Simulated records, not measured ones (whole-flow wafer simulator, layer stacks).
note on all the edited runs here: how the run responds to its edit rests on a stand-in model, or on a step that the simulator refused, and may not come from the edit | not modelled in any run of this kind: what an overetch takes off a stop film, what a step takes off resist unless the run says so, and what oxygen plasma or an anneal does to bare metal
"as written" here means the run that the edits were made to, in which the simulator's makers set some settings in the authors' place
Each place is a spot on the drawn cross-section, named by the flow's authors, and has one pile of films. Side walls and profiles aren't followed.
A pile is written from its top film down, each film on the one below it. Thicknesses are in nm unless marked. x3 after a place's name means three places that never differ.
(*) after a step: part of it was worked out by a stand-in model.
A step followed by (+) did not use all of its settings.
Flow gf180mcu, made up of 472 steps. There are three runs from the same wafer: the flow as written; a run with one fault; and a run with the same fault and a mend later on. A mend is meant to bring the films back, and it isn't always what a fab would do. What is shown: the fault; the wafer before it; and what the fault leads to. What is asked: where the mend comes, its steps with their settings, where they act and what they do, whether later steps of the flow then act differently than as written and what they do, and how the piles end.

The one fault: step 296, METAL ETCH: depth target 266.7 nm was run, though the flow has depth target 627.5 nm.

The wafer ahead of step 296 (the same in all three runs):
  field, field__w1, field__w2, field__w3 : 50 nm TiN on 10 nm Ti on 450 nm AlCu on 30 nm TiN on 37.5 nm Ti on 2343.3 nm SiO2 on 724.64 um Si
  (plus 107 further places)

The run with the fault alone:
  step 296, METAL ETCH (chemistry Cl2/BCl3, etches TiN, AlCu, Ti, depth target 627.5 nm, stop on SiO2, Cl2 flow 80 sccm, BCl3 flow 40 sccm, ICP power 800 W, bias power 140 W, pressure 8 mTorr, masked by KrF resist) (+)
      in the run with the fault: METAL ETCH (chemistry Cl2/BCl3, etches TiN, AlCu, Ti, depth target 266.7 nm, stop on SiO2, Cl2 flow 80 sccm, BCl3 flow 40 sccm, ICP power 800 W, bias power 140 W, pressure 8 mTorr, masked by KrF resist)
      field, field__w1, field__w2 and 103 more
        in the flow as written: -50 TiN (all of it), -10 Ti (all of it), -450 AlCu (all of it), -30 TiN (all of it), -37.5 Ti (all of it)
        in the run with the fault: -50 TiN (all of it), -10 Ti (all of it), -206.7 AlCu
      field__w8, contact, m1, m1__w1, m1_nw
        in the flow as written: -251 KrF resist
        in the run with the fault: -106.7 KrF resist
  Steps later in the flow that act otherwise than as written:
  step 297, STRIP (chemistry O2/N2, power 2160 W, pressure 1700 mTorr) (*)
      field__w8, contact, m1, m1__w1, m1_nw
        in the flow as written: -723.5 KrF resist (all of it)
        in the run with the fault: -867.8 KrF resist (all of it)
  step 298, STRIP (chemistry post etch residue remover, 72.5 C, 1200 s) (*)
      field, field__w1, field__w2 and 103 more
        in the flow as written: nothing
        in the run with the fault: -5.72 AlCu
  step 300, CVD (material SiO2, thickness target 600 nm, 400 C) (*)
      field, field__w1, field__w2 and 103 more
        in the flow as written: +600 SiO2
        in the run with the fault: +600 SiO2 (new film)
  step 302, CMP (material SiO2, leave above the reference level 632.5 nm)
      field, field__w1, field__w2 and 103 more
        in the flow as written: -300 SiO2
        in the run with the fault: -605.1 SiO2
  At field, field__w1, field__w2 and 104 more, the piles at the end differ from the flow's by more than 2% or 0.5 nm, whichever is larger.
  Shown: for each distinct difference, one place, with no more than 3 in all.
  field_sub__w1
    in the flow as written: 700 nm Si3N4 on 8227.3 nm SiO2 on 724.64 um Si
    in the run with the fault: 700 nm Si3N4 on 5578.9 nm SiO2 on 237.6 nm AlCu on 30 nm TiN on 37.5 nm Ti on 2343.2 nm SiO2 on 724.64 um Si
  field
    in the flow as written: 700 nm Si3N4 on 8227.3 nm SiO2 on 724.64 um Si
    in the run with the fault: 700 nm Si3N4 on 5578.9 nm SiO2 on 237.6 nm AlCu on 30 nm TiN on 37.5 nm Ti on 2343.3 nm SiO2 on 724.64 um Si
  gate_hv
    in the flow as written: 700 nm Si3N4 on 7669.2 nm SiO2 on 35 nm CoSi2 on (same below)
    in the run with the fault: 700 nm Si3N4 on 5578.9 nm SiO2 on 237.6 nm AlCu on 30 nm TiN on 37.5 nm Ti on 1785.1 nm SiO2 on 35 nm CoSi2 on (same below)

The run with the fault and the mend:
  The mend stands after step 298.
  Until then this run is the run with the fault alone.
  step 298a, DEHYDRATE (200 C, 60 s) (a further turn of the flow's step 289)
      leaves every film unchanged at each place that is followed
  step 298b, HMDS (120 C, 60 s) (a further turn of the flow's step 290)
      leaves every film unchanged at each place that is followed
  step 298c, COAT (KrF resist, thickness 1000 nm) (*) (a further turn of the flow's step 291)
      iso_ptap_pw, iso_ntap_nw, iso_nw_fld and 33 more
        +1000 KrF resist (new film)
      field_sub__w2, field_sub__w4, ld_gate_n and 13 more
        +1001.7 KrF resist (new film)
      field__w5, field__w6, field__w9 and 9 more
        +1001.8 KrF resist (new film)
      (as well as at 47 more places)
  step 298d, SOFTBAKE (KrF resist) (a further turn of the flow's step 292)
      leaves every film unchanged at each place that is followed
  step 298e, EXPOSE (photomask Metal2) (a further turn of the flow's step 293)
      leaves every film unchanged at each place that is followed
  step 298f, PEB (KrF resist, 135 C, 90 s) (a further turn of the flow's step 294)
      field__w1, field__w2, field__w3 and 60 more
        -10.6 KrF resist
      iso_ptap_pw, iso_ntap_nw, iso_nw_fld and 33 more
        -10.5 KrF resist
      field__w8, m1
        -7.23 KrF resist
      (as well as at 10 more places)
  step 298g, DEVELOP (thickness 1000 nm, 60 s) (a further turn of the flow's step 295)
      iso_ptap_pw, iso_ntap_nw, iso_nw_fld and 33 more
        -989.5 KrF resist (all of it)
      field__w5, field__w9, field_sub__w3 and 16 more
        -991.2 KrF resist (all of it)
      field__w6, field_sub, field_sub__w1 and 10 more
        -991.3 KrF resist (all of it)
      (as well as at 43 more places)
  step 298h, METAL ETCH (chemistry Cl2/BCl3, etches TiN, AlCu, Ti, depth target 360.8 nm, stop on SiO2, Cl2 flow 80 sccm, BCl3 flow 40 sccm, ICP power 800 W, bias power 140 W, pressure 8 mTorr, masked by KrF resist) (+) (a further turn of the flow's step 296, with different settings)
      field, field__w1, field__w2 and 103 more
        -237.6 AlCu (all of it), -30 TiN (all of it), -37.5 Ti (all of it)
      field__w8, contact, m1, m1__w1, m1_nw
        -144.3 KrF resist
  step 298i, STRIP (chemistry O2/N2, power 2160 W, pressure 1700 mTorr) (*) (a further turn of the flow's step 297)
      field__w8
        -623 KrF resist (all of it)
      contact
        -621.5 KrF resist (all of it)
      m1
        -622.9 KrF resist (all of it)
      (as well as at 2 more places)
  step 298j, STRIP (chemistry post etch residue remover, 72.5 C, 1200 s) (*) (a further turn of the flow's step 298)
      field__w8, contact, m1, m1__w1, m1_nw
        -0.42 TiN
  Every later step of the flow that is run acts as written, at every place that is followed, to within 2% or 0.5 nm, whichever is larger.
  At the end the piles are close to the flow's at the places that both follow, differing by at most 2% or 0.5 nm, whichever is larger.
